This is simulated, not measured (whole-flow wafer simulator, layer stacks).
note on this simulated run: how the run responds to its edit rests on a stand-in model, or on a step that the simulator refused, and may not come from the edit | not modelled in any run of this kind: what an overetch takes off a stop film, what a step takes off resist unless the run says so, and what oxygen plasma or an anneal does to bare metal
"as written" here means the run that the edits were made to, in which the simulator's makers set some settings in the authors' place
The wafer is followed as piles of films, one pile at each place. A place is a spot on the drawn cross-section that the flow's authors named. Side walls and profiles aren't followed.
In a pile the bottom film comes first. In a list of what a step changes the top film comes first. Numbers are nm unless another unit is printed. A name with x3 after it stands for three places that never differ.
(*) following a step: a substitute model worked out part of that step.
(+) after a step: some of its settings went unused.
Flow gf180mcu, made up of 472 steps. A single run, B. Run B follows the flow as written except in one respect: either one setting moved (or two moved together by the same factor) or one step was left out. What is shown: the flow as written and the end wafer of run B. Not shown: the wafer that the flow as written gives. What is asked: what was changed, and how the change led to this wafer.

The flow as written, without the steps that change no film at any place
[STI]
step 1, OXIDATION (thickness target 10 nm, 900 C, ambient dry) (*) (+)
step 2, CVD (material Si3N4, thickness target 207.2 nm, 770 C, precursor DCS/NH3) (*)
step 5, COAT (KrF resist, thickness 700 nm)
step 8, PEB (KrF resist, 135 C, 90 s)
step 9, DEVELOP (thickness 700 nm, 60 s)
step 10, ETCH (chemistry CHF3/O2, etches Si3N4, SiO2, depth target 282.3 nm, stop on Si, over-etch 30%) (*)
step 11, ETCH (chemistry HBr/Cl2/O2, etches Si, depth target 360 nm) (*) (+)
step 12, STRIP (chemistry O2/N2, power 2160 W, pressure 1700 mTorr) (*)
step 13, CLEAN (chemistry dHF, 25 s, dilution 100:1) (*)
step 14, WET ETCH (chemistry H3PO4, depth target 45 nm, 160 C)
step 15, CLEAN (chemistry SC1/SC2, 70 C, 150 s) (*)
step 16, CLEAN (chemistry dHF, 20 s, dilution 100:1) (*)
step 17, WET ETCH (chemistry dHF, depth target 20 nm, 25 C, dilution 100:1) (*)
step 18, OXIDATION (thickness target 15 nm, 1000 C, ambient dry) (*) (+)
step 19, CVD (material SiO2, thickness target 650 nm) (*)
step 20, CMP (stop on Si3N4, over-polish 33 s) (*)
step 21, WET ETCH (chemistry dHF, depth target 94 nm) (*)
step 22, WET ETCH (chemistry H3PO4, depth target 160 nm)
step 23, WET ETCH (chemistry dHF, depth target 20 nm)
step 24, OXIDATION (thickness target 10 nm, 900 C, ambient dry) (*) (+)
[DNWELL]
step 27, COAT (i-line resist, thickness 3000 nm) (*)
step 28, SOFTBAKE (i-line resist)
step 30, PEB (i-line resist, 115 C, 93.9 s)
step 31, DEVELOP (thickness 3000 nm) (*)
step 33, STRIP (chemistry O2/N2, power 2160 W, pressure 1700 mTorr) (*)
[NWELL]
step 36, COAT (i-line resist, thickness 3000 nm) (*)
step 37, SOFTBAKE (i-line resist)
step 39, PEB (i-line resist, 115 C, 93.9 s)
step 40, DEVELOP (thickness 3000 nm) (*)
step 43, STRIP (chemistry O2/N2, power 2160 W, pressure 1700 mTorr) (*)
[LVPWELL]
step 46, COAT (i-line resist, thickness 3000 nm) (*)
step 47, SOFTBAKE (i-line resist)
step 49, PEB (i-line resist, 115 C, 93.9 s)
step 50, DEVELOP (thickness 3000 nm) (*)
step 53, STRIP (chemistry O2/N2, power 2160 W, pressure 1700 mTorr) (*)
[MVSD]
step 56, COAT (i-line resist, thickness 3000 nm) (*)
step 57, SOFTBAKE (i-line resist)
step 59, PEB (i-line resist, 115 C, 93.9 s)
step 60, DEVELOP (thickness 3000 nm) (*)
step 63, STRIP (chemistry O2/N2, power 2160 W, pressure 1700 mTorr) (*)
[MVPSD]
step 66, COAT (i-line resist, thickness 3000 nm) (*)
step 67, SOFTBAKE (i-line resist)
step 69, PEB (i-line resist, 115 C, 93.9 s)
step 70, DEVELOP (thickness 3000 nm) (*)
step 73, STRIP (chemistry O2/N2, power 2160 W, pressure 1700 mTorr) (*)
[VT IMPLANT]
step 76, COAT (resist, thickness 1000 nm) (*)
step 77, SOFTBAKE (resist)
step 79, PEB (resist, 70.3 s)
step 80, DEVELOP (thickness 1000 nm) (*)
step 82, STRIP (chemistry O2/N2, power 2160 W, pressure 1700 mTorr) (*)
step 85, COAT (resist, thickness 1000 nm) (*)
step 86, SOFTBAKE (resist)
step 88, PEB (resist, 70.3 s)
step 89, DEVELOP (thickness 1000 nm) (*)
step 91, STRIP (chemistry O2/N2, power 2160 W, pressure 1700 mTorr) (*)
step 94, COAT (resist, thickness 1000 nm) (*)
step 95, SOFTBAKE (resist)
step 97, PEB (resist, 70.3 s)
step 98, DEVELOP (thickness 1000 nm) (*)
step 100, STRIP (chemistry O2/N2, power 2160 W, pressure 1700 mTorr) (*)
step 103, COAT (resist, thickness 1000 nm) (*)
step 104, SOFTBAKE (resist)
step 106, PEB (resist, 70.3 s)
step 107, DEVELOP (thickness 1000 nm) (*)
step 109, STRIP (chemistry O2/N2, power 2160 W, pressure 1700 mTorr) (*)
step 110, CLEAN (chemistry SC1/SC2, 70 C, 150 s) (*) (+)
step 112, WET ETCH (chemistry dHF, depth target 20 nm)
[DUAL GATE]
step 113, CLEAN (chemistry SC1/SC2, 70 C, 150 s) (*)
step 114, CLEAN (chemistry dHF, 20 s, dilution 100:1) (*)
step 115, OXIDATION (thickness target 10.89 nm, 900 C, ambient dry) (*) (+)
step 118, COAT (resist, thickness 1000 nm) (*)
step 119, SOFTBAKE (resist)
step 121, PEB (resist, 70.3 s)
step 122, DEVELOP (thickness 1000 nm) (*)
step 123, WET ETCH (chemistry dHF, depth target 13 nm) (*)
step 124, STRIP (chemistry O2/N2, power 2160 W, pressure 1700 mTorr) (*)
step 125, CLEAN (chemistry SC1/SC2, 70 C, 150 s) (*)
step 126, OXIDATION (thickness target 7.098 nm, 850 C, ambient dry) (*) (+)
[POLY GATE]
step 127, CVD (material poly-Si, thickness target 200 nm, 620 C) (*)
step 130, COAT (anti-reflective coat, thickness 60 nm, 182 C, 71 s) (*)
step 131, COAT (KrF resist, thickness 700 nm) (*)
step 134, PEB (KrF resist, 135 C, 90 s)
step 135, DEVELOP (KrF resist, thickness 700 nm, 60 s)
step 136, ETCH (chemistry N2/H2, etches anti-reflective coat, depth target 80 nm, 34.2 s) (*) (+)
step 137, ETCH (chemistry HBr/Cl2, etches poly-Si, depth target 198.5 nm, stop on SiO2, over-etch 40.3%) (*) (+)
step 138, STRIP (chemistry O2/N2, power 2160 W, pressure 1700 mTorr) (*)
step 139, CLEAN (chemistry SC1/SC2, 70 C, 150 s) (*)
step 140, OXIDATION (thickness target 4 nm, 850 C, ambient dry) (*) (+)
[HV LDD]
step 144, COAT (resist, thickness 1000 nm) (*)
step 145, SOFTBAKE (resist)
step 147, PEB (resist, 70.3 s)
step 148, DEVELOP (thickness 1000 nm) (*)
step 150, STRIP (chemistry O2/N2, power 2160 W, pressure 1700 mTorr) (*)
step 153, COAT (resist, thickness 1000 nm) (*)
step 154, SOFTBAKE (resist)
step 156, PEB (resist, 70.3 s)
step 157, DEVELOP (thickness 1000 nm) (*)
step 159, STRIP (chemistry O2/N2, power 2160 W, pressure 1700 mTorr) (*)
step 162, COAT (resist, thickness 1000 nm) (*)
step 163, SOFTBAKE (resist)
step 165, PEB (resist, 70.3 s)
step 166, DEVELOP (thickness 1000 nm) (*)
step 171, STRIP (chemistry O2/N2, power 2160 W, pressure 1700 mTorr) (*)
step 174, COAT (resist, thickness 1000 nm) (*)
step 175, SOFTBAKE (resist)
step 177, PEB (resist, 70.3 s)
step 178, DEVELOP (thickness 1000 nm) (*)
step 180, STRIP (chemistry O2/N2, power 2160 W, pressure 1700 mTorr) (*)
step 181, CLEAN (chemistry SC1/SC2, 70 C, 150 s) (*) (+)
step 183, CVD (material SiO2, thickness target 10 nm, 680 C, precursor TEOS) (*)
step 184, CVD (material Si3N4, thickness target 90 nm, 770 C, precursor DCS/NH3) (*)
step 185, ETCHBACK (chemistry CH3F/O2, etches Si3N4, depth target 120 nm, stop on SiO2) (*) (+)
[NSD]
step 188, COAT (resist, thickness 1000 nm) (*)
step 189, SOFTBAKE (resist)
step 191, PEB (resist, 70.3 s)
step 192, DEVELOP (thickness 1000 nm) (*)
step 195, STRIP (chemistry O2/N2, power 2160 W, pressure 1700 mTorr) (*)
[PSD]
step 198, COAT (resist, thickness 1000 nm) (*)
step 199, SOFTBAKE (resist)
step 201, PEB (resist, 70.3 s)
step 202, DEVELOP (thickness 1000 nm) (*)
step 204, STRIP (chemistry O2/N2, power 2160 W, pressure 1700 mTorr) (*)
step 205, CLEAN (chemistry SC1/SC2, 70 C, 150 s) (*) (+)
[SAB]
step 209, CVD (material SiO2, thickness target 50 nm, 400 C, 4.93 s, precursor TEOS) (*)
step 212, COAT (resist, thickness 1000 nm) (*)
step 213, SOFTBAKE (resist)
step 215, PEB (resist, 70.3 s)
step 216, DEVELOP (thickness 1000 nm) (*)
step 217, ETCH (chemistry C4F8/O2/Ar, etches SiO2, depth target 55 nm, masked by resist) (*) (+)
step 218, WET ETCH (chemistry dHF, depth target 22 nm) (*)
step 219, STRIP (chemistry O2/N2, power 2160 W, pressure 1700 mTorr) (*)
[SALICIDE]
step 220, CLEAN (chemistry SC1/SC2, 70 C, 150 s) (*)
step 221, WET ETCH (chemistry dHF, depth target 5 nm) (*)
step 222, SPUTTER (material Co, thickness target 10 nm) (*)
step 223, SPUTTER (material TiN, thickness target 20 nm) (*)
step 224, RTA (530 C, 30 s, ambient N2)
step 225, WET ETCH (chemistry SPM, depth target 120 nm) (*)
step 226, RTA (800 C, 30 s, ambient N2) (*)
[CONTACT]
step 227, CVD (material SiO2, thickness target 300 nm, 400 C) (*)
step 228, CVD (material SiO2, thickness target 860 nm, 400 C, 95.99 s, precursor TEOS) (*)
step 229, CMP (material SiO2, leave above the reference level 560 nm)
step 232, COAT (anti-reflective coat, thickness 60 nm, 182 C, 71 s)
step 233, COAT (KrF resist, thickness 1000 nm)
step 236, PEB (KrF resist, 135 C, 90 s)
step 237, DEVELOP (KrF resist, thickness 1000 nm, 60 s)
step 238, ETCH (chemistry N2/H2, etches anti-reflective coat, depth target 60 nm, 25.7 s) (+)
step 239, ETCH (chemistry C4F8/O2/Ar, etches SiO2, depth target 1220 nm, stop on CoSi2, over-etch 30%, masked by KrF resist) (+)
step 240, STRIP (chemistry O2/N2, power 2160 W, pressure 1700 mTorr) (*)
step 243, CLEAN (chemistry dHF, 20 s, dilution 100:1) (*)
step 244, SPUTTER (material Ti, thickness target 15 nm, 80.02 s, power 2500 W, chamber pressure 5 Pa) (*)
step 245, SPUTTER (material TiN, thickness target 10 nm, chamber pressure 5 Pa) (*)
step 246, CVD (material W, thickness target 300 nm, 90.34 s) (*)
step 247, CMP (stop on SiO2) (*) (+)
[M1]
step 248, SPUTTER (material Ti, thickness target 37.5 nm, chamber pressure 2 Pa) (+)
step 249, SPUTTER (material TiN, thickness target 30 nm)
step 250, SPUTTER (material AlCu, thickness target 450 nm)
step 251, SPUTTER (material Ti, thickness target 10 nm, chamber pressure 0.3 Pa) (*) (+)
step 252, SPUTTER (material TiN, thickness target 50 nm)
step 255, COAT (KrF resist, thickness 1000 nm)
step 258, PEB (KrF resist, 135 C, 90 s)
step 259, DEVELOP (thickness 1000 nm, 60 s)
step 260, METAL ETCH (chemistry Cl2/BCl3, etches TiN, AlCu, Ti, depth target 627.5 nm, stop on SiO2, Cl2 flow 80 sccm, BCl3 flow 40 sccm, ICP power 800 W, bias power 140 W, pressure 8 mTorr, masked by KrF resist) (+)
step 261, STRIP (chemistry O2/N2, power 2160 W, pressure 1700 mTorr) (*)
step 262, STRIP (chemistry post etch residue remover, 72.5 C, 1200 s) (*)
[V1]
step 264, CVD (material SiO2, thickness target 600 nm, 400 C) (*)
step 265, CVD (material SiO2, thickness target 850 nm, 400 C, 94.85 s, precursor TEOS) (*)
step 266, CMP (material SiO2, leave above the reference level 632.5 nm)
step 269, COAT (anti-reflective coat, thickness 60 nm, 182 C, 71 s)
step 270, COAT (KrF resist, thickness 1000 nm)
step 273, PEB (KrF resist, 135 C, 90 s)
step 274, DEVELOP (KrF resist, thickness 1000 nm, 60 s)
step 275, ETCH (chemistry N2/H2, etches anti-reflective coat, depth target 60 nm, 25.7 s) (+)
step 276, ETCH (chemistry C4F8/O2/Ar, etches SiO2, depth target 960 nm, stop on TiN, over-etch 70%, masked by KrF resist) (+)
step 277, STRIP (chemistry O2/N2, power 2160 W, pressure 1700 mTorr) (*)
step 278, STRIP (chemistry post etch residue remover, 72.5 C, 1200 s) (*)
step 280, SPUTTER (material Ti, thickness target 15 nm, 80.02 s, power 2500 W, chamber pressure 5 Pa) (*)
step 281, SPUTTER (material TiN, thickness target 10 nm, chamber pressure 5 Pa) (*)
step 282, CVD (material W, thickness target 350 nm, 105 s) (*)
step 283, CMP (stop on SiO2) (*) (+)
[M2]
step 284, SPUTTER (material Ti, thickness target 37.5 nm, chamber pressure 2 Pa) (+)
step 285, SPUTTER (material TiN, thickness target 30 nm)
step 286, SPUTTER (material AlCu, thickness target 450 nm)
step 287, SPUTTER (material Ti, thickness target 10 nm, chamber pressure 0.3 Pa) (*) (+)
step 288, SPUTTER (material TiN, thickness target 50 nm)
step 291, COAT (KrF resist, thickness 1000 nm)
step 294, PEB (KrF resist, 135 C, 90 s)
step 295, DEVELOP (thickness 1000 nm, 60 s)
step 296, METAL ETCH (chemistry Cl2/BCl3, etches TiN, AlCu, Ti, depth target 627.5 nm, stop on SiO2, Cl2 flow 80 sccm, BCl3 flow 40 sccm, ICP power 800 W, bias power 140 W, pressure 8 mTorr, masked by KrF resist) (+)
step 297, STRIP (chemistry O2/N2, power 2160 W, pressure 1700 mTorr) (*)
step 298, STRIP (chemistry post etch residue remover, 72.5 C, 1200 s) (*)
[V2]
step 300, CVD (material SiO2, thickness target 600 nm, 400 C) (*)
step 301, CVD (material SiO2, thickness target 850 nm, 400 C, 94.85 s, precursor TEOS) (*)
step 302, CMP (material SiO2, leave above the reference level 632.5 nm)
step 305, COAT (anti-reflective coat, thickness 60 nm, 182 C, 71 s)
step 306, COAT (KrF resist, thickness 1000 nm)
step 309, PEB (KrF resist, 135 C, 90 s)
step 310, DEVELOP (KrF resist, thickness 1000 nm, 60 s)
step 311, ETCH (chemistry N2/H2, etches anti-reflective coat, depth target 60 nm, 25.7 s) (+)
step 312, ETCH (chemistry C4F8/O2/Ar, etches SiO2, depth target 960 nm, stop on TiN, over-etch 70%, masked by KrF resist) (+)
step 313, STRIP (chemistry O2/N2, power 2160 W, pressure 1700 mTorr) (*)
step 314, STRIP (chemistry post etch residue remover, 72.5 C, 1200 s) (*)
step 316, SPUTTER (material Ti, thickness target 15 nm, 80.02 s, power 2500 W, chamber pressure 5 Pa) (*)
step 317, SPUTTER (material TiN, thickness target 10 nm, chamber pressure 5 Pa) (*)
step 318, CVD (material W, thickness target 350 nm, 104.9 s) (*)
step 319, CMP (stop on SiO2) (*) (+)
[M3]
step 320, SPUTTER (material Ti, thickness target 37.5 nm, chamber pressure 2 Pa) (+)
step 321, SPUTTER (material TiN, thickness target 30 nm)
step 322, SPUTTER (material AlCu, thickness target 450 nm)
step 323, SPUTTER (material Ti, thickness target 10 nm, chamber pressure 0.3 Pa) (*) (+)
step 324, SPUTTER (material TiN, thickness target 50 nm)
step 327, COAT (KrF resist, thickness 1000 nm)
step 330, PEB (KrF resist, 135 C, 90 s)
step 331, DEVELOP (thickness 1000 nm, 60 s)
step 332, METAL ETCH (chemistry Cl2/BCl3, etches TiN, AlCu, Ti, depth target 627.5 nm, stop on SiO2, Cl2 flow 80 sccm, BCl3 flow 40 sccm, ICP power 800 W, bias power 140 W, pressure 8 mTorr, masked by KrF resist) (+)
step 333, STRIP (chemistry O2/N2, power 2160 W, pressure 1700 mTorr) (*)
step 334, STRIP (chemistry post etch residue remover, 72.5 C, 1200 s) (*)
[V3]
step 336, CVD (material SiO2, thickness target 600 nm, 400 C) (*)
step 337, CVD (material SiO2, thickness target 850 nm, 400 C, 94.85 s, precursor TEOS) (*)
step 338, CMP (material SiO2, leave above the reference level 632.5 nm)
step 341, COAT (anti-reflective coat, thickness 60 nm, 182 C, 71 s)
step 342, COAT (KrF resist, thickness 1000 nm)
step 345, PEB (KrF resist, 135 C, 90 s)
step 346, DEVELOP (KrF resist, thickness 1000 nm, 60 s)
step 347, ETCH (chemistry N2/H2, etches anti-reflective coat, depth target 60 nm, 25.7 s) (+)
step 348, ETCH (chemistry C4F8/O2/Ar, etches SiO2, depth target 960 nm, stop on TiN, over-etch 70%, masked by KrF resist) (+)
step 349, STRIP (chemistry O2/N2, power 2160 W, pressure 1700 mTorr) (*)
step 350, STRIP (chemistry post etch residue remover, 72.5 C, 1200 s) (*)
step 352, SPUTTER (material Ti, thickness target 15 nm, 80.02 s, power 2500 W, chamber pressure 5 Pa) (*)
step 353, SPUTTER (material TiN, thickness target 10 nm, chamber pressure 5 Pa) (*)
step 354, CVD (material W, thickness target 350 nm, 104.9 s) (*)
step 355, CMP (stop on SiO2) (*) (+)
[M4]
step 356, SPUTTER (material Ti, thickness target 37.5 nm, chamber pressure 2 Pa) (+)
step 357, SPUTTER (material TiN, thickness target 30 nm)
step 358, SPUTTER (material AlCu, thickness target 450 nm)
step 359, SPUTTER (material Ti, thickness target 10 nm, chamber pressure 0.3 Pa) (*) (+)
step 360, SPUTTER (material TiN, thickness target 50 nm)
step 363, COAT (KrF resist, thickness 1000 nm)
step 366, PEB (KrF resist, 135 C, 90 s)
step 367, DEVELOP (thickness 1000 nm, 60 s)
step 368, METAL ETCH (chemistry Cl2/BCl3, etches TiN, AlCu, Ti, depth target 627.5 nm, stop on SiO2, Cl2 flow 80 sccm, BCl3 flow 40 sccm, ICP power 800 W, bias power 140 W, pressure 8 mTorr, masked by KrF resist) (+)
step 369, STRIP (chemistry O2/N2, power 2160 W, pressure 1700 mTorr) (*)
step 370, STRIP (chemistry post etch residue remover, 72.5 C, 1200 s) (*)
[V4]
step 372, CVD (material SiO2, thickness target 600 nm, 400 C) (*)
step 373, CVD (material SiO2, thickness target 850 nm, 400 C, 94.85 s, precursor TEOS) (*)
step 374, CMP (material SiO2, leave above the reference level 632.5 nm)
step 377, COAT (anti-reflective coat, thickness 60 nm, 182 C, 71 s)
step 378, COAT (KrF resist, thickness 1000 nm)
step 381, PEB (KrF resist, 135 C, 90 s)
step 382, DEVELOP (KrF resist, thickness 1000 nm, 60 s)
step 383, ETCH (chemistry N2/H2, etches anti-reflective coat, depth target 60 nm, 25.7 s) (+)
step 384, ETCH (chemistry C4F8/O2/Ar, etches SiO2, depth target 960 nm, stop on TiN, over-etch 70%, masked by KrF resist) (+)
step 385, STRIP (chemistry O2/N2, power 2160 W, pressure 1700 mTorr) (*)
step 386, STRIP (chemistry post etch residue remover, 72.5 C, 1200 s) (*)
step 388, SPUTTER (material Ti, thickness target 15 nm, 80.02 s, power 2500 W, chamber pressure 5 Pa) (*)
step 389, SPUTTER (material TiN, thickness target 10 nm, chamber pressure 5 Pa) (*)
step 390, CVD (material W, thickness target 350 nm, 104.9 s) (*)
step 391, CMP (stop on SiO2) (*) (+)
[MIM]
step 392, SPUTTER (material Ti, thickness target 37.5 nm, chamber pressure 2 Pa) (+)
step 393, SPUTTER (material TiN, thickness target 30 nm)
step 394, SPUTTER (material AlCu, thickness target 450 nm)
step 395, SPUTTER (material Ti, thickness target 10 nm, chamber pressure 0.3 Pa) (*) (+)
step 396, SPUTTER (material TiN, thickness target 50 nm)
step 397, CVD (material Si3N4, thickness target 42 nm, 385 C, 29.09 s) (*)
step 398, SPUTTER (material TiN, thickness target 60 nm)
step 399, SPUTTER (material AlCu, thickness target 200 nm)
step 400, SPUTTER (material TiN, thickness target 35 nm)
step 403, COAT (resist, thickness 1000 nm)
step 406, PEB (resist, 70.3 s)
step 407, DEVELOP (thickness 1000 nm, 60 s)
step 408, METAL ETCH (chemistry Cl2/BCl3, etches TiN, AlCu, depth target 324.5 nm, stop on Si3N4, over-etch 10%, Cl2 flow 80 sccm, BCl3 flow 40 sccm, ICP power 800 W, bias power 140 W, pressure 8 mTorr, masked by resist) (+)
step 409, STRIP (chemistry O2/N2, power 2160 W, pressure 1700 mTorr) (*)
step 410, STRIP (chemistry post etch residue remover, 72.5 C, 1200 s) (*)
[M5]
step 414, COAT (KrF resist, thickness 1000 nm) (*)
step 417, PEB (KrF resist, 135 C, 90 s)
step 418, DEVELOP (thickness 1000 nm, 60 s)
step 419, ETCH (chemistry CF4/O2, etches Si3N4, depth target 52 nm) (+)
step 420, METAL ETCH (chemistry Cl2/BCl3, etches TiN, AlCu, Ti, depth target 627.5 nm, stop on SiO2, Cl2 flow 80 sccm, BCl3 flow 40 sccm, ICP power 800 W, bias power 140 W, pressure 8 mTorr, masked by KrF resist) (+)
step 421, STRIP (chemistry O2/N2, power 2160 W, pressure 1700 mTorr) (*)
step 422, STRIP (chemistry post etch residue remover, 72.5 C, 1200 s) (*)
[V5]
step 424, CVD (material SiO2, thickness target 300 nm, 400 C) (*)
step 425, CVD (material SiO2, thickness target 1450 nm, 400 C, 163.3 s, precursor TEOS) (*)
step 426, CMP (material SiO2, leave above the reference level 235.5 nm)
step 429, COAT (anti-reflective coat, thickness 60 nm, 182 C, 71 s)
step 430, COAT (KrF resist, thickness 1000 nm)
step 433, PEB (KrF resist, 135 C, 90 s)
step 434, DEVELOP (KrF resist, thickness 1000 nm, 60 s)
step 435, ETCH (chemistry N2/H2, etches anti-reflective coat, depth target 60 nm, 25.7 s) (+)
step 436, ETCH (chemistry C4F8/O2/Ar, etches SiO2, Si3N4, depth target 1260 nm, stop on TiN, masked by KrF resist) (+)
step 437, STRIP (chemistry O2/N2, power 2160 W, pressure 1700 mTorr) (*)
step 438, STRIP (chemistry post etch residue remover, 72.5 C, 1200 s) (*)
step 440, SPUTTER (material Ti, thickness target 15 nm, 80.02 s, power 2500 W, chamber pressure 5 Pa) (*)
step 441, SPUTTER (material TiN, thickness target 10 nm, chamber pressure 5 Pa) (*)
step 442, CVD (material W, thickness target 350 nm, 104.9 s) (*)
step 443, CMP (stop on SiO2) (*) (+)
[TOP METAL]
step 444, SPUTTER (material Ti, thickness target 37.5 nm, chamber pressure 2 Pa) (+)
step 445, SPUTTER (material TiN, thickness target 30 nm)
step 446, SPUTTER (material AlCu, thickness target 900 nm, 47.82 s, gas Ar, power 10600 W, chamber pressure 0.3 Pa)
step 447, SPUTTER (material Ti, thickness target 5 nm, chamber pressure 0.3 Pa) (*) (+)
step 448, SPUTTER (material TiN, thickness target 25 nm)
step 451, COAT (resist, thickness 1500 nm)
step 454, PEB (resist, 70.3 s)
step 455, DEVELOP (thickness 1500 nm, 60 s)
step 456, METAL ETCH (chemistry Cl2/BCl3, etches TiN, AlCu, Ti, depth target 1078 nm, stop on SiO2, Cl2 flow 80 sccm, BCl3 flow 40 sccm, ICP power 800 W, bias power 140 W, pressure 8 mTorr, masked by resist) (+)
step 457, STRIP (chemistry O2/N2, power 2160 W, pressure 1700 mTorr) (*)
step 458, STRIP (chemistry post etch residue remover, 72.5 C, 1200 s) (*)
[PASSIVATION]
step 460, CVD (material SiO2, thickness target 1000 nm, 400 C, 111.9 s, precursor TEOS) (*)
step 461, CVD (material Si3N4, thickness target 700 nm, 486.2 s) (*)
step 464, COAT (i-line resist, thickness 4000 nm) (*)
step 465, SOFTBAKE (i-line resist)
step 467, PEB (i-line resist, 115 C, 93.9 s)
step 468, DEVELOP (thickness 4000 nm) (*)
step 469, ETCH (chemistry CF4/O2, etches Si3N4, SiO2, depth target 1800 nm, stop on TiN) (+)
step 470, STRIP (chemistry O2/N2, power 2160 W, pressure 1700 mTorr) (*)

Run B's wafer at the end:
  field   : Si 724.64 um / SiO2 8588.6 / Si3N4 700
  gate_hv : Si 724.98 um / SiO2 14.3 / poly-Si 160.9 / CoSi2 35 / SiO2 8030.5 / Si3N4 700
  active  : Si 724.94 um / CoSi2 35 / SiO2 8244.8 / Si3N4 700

The reason: step 266, CMP: leave above the reference level 996.2 nm was run, whereas the flow has leave above the reference level 632.5 nm.

The path from the change to this, step by step:
  step 266, CMP (material SiO2, leave above the reference level 632.5 nm)
      field, field__w1, field__w2 and 99 more: nothing (it would be, as written: SiO2 loses 300)
      field__w8, contact, m1 and 6 more: SiO2 loses 513.4 (it would be, as written: SiO2 loses 877.1)
  step 269, COAT (anti-reflective coat, thickness 60 nm, 182 C, 71 s)
      field: anti-reflective coat gains 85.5 (new film) (it would be, as written: anti-reflective coat gains 60 (new film))
      field__w8: anti-reflective coat gains 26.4 (new film) (it would be, as written: anti-reflective coat gains 60 (new film))
      (and at 15 other places as well)
  step 270, COAT (KrF resist, thickness 1000 nm)
      contact: KrF resist gains 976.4 (new film) (it would be, as written: KrF resist gains 1000 (new film))
      m1: KrF resist gains 973.6 (new film) (it would be, as written: KrF resist gains 1000 (new film))
      (and at 2 other places as well)
  step 274, DEVELOP (KrF resist, thickness 1000 nm, 60 s)
      contact: KrF resist loses 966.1 (all of it) (it would be, as written: KrF resist loses 989.5 (all of it))
  step 275, ETCH (chemistry N2/H2, etches anti-reflective coat, depth target 60 nm, 25.7 s) (+)
      contact: anti-reflective coat loses 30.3 (all of it), SiO2 loses 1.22 (it would be, as written: anti-reflective coat loses 60 (all of it), SiO2 loses 0.46)
  step 276, ETCH (chemistry C4F8/O2/Ar, etches SiO2, depth target 960 nm, stop on TiN, over-etch 70%, masked by KrF resist) (+)
      contact: SiO2 loses 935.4 (all of it) (it would be, as written: SiO2 loses 572.5 (all of it))
  step 277, STRIP (chemistry O2/N2, power 2160 W, pressure 1700 mTorr) (*)
      field: KrF resist loses 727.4 (all of it), anti-reflective coat loses 85.5 (all of it) (it would be, as written: KrF resist loses 739.2 (all of it), anti-reflective coat loses 60 (all of it))
      field__w8: KrF resist loses 732.1 (all of it), anti-reflective coat loses 26.4 (all of it) (it would be, as written: KrF resist loses 739.2 (all of it), anti-reflective coat loses 60 (all of it))
      (and at 14 other places as well)
  step 280, SPUTTER (material Ti, thickness target 15 nm, 80.02 s, power 2500 W, chamber pressure 5 Pa) (*)
      contact: Ti gains 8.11 (new film) (it would be, as written: Ti gains 9.65 (new film))
  step 281, SPUTTER (material TiN, thickness target 10 nm, chamber pressure 5 Pa) (*)
      contact: TiN gains 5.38 (new film) (it would be, as written: TiN gains 6.4 (new film))
  step 282, CVD (material W, thickness target 350 nm, 105 s) (*)
      contact: W gains 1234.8 (new film) (it would be, as written: W gains 932.3 (new film))
  step 283, CMP (stop on SiO2) (*) (+)
      field__w8, m1, m1__w1, polyc_n, polyc_n_rim, polyc_p, polyc_p_rim, m1_nw: W loses 350 (all of it), TiN loses 10 (all of it), Ti loses 15 (all of it), SiO2 loses 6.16 (it would be, as written: W loses 350 (all of it), TiN loses 10 (all of it), Ti loses 15 (all of it), SiO2 loses 3.78)
  step 291, COAT (KrF resist, thickness 1000 nm)
      field__w8: KrF resist gains 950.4 (new film) (it would be, as written: KrF resist gains 1000 (new film))
      m1: KrF resist gains 949.3 (new film) (it would be, as written: KrF resist gains 1000 (new film))
      (and at 6 other places as well)
  step 294, PEB (KrF resist, 135 C, 90 s)
      m1: KrF resist loses 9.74 (it would be, as written: KrF resist loses 10.5)
  step 295, DEVELOP (thickness 1000 nm, 60 s)
      polyc_n: KrF resist loses 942 (all of it) (it would be, as written: KrF resist loses 989.5 (all of it))
      polyc_n_rim: KrF resist loses 940.9 (all of it) (it would be, as written: KrF resist loses 989.5 (all of it))
      (and at 2 other places as well)
  step 297, STRIP (chemistry O2/N2, power 2160 W, pressure 1700 mTorr) (*)
      field__w8: KrF resist loses 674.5 (all of it) (it would be, as written: KrF resist loses 723.5 (all of it))
      m1: KrF resist loses 673.6 (all of it) (it would be, as written: KrF resist loses 723.5 (all of it))
      (and at 2 other places as well)
  step 302, CMP (material SiO2, leave above the reference level 632.5 nm)
      field, field__w1, field__w2 and 99 more: SiO2 loses 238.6 (it would be, as written: SiO2 loses 300)
      contact: SiO2 loses 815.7 (it would be, as written: SiO2 loses 877.1)
  ... 1 further step ...
  step 318, CVD (material W, thickness target 350 nm, 104.9 s) (*)
      contact: W gains 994 (new film) (it would be, as written: W gains 932.3 (new film))
